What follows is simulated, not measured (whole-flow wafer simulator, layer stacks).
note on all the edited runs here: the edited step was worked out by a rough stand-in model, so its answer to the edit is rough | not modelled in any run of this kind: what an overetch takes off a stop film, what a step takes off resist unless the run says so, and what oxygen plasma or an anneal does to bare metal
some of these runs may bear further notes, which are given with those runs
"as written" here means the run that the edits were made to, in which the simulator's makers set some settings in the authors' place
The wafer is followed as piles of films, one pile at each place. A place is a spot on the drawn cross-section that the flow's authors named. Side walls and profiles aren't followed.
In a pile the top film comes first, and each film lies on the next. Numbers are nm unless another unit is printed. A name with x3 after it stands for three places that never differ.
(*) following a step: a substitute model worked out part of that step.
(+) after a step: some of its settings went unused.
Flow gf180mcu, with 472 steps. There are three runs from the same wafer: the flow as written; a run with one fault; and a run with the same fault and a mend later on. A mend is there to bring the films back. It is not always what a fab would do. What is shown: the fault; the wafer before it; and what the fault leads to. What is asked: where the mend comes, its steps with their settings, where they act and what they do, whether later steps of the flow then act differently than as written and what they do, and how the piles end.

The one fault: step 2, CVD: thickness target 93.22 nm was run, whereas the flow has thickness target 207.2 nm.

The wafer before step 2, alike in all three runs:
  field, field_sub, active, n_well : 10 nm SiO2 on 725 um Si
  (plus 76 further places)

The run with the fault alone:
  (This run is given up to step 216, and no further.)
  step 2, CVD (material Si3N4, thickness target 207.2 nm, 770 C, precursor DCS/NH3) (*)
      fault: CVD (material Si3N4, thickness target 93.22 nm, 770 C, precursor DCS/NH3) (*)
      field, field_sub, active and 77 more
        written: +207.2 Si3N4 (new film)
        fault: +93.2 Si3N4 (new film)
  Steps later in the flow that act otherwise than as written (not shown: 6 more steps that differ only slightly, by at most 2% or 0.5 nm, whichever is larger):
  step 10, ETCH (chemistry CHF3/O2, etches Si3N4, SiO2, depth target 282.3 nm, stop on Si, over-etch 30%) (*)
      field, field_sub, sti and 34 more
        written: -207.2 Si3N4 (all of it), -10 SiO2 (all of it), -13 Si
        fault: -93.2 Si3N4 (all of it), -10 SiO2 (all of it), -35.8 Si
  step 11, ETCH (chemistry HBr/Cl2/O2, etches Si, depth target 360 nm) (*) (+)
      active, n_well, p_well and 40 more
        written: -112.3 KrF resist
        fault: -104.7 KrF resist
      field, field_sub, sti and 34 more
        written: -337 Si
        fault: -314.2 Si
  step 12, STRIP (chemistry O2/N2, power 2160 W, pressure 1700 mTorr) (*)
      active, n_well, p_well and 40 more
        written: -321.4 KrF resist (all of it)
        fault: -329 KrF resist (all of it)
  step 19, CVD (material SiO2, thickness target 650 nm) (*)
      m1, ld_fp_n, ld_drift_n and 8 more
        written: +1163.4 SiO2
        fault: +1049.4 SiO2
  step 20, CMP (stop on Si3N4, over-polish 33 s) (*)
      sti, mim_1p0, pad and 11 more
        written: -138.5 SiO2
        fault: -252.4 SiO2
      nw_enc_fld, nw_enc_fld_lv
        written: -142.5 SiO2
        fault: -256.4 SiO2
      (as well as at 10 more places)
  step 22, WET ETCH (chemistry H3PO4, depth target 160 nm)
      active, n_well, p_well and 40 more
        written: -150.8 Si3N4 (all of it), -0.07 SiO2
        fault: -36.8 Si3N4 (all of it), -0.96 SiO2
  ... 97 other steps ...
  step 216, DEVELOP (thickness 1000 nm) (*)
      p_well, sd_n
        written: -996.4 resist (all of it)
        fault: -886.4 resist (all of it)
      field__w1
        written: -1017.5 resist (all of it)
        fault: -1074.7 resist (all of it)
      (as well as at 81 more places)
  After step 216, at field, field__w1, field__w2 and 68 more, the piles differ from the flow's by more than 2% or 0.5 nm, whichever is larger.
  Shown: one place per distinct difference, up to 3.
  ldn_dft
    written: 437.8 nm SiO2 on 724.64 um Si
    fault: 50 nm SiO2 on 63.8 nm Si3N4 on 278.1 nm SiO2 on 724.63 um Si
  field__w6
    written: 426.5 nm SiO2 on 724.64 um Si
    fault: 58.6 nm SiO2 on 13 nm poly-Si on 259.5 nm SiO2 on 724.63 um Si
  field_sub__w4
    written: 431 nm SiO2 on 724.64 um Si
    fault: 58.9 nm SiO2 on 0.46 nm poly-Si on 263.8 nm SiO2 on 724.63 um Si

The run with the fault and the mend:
  The mend follows step 2.
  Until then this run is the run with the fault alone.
  step 2a, CVD (material Si3N4, thickness target 113.9 nm, 770 C, precursor DCS/NH3) (*) (the flow's step 2 again, with other settings)
      field, field_sub, active and 77 more
        +113.9 Si3N4
  Later steps of the flow that are run all act as written at every place that is followed.
  The piles end the same as the flow's at every place that both follow.
